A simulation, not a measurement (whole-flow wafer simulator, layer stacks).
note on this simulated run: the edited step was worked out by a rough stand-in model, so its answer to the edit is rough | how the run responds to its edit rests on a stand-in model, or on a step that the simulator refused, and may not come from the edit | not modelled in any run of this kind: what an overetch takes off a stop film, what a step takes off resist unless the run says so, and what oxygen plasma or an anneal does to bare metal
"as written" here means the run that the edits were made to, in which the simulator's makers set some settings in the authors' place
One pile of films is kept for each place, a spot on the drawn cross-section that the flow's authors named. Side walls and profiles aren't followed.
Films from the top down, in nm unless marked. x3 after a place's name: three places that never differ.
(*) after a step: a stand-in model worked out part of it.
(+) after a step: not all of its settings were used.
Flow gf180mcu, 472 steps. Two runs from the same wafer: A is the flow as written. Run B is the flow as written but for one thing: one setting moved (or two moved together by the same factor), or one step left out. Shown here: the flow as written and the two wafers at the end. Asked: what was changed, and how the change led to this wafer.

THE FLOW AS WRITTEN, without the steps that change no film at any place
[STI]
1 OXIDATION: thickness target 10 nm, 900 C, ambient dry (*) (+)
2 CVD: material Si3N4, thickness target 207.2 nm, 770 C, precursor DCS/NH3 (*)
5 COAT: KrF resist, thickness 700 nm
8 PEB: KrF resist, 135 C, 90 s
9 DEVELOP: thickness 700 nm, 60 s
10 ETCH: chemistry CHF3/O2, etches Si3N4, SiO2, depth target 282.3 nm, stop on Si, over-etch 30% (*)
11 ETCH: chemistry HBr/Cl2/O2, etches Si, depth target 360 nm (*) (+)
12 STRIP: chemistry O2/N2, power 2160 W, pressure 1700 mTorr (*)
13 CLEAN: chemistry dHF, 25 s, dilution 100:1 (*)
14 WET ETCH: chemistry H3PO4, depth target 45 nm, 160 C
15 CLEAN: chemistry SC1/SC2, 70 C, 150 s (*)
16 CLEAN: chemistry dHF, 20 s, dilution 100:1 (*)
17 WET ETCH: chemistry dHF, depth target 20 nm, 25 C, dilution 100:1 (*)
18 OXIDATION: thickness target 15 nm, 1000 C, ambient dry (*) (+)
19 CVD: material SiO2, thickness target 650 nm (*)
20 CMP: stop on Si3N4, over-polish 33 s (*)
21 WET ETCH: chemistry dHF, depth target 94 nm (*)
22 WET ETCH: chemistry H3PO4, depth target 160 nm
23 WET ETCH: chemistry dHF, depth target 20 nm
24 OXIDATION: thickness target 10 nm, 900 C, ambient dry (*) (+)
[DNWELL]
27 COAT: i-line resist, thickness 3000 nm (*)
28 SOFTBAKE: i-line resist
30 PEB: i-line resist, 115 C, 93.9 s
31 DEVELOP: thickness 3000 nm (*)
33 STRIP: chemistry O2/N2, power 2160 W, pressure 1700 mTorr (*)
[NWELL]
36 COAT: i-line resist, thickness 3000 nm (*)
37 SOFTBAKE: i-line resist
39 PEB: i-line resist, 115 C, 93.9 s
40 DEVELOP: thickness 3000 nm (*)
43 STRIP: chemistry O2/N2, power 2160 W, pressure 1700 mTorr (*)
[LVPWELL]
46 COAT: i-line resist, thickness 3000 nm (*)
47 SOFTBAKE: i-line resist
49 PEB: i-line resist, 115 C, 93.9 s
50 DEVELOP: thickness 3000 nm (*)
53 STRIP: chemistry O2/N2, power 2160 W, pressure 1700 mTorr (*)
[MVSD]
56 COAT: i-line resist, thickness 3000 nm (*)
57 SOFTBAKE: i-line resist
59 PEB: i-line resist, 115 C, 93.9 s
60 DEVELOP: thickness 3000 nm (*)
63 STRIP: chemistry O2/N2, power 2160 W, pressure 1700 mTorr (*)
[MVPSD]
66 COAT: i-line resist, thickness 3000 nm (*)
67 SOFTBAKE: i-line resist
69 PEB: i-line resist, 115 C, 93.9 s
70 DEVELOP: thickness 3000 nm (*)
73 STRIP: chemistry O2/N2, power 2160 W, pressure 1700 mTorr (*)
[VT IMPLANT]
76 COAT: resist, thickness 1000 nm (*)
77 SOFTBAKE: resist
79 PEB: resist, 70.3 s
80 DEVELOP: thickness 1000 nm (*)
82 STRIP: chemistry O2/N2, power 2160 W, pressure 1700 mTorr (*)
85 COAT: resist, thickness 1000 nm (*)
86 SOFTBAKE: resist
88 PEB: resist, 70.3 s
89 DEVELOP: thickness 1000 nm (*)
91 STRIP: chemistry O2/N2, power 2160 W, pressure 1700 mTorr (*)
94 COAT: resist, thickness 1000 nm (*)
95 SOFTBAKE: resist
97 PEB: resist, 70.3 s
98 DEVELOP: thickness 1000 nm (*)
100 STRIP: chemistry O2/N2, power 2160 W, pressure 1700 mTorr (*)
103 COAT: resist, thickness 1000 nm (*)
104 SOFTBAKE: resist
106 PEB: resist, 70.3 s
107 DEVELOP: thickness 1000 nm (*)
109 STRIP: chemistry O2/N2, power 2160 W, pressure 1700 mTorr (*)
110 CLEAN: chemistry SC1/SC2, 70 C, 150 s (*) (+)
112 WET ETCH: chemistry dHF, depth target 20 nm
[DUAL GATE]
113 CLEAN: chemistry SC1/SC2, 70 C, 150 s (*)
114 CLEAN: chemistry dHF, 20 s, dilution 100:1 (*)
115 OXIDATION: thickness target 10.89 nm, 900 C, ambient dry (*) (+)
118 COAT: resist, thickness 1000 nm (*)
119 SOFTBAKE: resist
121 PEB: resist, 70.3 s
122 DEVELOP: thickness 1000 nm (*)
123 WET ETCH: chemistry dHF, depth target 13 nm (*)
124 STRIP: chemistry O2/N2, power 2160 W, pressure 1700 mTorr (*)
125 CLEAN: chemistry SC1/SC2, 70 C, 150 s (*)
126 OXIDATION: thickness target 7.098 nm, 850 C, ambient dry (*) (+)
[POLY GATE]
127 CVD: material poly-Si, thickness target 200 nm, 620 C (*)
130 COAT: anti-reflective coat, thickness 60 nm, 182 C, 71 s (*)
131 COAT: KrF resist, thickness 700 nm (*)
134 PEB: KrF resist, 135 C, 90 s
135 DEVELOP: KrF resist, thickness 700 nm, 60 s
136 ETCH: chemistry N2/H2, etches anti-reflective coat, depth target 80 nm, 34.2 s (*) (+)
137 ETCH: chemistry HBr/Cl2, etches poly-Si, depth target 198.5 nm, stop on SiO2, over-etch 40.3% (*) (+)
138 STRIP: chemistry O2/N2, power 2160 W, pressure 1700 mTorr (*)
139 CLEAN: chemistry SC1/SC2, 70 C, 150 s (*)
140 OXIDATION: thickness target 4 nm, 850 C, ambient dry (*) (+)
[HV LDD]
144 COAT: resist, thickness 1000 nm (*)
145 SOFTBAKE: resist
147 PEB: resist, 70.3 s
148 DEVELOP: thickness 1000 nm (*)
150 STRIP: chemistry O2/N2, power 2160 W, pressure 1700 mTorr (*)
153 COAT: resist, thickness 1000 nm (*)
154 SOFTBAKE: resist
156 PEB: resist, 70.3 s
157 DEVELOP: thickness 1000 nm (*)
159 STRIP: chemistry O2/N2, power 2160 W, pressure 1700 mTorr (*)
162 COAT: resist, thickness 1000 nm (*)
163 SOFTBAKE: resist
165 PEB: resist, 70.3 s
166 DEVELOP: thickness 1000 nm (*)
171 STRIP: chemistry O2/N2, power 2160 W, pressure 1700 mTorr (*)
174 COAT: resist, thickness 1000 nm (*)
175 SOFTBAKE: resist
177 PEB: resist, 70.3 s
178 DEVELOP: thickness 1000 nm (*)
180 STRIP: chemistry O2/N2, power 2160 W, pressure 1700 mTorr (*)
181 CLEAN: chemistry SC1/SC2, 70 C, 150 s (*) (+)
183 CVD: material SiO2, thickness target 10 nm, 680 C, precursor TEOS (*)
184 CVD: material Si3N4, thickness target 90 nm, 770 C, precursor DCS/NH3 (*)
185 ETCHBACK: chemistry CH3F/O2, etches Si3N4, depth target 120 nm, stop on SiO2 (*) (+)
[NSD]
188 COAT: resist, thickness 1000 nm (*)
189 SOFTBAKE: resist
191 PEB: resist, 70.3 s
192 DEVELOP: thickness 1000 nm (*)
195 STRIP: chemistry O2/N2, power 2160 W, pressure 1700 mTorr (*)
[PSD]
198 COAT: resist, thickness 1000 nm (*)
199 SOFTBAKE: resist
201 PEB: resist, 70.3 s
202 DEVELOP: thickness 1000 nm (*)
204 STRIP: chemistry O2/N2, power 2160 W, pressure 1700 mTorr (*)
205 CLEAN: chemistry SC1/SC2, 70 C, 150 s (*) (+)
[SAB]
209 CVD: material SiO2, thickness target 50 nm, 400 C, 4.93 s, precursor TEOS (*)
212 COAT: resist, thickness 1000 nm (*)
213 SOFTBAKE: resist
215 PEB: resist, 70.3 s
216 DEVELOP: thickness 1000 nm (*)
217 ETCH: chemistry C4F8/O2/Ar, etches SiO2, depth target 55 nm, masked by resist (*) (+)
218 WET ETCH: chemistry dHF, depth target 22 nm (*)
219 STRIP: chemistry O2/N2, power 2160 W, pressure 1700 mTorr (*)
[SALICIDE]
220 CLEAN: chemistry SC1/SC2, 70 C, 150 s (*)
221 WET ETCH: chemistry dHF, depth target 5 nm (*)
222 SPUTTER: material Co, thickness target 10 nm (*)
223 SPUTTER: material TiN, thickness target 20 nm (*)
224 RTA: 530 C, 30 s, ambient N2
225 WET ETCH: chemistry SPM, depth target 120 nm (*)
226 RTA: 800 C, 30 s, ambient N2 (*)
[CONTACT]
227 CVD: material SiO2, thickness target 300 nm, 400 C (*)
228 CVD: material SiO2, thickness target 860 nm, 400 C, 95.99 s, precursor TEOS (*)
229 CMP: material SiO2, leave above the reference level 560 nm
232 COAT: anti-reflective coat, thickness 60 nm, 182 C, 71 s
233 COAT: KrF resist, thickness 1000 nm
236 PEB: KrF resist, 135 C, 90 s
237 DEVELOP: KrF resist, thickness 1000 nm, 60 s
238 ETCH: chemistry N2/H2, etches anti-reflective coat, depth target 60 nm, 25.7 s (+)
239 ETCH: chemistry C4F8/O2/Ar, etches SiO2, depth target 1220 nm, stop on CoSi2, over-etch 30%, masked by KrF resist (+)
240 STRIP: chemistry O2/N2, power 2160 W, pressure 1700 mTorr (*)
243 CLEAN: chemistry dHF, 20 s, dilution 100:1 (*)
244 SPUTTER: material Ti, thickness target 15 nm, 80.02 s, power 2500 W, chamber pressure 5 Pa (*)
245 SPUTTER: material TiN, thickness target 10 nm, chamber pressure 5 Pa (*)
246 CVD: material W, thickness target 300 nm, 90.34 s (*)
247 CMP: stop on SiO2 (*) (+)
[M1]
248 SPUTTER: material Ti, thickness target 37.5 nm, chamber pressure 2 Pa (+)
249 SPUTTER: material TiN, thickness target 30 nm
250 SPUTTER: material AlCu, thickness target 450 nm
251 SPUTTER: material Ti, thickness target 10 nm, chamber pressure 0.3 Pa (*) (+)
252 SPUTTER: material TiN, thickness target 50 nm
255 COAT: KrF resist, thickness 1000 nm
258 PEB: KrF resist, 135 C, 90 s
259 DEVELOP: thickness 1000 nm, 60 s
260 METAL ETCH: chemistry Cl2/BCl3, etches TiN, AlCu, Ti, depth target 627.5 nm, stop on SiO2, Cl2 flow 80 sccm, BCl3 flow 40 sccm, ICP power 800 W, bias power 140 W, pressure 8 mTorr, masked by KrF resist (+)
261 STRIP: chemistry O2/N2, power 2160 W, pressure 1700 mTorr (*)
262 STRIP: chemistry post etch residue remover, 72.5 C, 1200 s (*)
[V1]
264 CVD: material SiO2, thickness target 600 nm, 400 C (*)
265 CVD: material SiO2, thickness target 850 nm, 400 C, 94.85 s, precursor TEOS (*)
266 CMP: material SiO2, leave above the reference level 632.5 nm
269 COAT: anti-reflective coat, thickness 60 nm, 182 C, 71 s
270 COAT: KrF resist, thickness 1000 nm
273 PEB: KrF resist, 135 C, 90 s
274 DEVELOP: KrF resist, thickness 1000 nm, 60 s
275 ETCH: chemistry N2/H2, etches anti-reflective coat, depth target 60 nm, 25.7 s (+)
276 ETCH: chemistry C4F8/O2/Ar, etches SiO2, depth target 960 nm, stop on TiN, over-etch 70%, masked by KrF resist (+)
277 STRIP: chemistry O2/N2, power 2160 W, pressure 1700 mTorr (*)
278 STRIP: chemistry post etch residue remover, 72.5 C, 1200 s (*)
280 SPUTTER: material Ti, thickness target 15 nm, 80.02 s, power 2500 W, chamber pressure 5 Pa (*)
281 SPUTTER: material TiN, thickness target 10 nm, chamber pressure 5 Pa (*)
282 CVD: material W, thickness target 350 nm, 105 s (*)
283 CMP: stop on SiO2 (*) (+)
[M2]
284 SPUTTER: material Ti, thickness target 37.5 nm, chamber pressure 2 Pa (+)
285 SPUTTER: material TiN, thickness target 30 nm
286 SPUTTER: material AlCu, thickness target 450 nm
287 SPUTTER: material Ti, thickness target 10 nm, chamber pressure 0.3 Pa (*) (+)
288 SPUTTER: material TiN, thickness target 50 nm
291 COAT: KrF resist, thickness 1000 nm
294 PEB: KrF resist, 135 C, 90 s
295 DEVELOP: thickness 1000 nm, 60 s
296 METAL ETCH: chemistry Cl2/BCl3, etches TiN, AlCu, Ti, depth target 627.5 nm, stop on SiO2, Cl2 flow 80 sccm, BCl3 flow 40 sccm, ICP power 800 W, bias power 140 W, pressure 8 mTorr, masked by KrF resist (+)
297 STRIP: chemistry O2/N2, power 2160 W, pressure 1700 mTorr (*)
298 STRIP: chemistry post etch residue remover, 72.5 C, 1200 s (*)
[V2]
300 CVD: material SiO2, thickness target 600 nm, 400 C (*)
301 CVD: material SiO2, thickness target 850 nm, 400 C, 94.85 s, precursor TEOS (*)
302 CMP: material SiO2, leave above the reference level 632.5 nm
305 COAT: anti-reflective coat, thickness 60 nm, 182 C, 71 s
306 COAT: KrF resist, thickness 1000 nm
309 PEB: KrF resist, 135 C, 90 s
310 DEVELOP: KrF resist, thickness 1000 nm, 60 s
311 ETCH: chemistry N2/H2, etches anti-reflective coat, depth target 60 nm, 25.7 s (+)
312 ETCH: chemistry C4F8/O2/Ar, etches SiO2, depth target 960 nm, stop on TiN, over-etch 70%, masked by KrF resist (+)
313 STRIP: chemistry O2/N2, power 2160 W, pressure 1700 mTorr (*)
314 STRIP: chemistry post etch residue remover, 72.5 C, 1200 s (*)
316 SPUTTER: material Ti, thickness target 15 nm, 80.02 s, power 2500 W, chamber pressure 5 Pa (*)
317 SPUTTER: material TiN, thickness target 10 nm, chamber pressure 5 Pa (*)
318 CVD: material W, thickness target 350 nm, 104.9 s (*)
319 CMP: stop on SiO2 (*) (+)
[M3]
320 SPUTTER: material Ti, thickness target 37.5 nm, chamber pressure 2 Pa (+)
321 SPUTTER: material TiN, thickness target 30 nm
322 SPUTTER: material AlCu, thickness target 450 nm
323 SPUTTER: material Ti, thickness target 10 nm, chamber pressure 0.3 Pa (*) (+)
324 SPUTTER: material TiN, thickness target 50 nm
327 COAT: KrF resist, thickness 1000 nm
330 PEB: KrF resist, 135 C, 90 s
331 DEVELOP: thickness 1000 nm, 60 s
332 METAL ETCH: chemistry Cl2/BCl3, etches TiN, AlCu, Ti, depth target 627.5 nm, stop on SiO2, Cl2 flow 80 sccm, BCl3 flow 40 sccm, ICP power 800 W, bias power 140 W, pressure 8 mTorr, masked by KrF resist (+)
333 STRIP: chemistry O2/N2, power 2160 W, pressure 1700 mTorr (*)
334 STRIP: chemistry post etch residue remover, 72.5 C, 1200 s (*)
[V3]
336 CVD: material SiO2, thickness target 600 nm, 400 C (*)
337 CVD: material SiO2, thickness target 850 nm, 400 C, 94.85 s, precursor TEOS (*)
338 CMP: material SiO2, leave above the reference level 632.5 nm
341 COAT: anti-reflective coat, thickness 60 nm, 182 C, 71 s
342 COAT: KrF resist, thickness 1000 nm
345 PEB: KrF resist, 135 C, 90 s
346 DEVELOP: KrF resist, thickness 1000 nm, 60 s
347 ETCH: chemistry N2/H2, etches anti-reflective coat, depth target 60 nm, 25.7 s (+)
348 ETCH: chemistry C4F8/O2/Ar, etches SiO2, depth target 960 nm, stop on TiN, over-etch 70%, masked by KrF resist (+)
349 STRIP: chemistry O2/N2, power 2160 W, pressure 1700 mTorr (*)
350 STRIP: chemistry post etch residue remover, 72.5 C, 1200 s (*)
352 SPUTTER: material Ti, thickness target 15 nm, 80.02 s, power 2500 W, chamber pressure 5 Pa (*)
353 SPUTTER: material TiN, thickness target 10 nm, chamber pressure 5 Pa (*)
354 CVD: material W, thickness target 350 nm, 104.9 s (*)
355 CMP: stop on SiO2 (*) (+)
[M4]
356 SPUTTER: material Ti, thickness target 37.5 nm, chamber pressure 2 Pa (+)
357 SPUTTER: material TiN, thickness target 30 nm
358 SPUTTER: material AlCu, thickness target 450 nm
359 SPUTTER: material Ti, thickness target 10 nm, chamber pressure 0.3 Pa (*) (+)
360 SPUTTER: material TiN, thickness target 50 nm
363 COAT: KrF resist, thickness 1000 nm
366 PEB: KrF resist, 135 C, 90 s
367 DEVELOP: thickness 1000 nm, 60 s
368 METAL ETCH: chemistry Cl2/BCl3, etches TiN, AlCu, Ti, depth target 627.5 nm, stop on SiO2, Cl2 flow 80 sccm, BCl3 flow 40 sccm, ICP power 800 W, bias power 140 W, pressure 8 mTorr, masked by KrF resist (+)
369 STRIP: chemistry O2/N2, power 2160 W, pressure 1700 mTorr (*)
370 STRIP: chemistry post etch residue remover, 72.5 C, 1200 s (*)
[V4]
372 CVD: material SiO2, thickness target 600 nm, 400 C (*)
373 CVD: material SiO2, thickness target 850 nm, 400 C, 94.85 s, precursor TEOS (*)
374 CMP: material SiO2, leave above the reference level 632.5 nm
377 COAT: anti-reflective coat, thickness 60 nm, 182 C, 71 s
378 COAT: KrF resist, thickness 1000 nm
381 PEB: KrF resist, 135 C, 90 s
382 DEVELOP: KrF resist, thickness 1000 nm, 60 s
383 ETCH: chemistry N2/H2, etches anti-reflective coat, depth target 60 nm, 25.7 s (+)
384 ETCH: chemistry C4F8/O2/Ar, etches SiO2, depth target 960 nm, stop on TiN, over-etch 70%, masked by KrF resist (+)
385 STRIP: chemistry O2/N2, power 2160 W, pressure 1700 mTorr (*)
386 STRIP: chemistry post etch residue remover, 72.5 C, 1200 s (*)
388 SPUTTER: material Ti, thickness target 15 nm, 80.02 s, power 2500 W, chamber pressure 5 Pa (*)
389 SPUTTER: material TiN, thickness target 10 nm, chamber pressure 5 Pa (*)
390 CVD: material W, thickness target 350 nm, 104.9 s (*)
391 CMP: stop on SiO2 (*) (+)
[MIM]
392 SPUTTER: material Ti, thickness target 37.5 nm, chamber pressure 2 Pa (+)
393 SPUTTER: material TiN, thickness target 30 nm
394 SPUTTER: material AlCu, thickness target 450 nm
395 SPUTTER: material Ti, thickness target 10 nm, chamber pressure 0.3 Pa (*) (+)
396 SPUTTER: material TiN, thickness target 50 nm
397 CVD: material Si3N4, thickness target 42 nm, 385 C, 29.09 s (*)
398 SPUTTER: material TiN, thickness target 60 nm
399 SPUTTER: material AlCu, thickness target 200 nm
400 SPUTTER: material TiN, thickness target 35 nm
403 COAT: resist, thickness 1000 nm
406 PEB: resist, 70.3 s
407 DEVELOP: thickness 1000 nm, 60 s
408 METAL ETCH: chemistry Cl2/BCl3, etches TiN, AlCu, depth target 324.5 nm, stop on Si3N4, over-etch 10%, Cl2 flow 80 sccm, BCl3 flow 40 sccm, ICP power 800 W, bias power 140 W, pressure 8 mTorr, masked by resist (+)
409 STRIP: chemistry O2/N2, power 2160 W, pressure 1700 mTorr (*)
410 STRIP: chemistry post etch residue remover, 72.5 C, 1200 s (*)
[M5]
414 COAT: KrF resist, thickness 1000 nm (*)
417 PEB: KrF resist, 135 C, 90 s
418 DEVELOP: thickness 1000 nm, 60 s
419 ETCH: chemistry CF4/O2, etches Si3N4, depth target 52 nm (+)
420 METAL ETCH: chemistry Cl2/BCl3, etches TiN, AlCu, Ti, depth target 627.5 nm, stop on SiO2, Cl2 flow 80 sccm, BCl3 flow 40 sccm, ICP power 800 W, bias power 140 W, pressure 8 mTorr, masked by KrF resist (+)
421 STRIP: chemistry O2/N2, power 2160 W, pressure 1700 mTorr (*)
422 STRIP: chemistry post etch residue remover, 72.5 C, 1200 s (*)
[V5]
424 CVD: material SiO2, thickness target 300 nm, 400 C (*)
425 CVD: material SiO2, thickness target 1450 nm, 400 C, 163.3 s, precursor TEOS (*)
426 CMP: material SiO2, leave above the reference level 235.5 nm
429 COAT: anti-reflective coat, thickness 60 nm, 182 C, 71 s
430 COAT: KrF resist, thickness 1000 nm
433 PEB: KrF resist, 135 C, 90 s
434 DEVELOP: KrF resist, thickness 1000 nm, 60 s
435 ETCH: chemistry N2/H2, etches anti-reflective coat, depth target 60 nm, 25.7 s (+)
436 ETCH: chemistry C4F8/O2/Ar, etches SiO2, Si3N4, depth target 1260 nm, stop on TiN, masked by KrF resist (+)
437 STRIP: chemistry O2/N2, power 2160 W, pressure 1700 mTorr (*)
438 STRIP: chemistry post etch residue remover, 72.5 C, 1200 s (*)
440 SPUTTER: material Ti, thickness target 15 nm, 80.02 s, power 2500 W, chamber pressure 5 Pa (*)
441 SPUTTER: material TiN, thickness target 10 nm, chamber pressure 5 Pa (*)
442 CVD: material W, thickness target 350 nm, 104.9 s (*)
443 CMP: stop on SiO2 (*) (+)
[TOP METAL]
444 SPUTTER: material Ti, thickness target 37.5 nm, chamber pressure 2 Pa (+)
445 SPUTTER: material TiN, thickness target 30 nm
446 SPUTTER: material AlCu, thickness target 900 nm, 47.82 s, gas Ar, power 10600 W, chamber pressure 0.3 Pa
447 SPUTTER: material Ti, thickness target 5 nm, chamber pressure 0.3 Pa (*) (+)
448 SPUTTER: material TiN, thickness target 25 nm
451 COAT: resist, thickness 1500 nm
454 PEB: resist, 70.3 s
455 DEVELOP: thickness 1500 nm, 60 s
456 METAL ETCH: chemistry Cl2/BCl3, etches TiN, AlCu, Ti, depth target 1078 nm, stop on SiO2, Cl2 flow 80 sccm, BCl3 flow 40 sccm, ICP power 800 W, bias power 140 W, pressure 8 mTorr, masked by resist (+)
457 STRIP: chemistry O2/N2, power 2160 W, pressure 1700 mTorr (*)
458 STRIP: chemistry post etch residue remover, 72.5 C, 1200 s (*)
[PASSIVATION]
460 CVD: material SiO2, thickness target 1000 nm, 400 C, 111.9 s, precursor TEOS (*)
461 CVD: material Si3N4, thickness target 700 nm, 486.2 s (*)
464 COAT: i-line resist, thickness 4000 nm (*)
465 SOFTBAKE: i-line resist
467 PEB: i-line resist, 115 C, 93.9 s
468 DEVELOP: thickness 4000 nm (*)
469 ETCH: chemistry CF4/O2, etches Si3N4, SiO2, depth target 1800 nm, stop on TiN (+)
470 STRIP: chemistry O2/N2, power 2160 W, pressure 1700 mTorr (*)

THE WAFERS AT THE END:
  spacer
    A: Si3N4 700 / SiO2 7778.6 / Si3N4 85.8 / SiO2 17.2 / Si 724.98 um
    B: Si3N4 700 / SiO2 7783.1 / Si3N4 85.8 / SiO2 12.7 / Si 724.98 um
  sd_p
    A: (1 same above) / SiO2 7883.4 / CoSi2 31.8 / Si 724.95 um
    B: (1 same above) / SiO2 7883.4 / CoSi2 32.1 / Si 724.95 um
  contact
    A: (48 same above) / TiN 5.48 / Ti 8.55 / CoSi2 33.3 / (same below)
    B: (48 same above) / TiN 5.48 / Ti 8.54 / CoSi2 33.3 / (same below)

The cause: step 183, CVD: thickness target 5.5 nm was run, where the flow has thickness target 10 nm.

How the change led to this, step by step:
  183 CVD: material SiO2, thickness target 10 nm, 680 C, precursor TEOS (*)
      field, field__w1, field__w2 and 99 more: A SiO2 +10 | B SiO2 +5.5
      ld_drift_p: A SiO2 +9.87 | B SiO2 +5.43
      (and at 1 more place)
  189 SOFTBAKE: resist
      field: A resist +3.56 | B resist -0.36
      active_hv: A resist +2.68 | B resist -0.53
      (and at 3 more places)
  199 SOFTBAKE: resist
      field: A resist +3.56 | B resist -0.36
      active_hv: A resist +2.68 | B resist -0.53
      (and at 3 more places)
  218 WET ETCH: chemistry dHF, depth target 22 nm (*)
      gate, gate_hv, gate_p and 23 more: A SiO2 -5.48 (all of it) | B SiO2 -0.98 (all of it)
      active, p_well, sd_n, iso_ptap_pw, iso_ntap_nw, iso_ptap_sub, vpnp_e: A SiO2 -9.01 (all of it) | B SiO2 -4.51 (all of it)
      (and at 16 more places)
  229 CMP: material SiO2, leave above the reference level 560 nm
      field__w2: A SiO2 -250 | B SiO2 -244.5
      field__w3: A SiO2 -232.3 | B SiO2 -226.7
      (and at 2 more places)
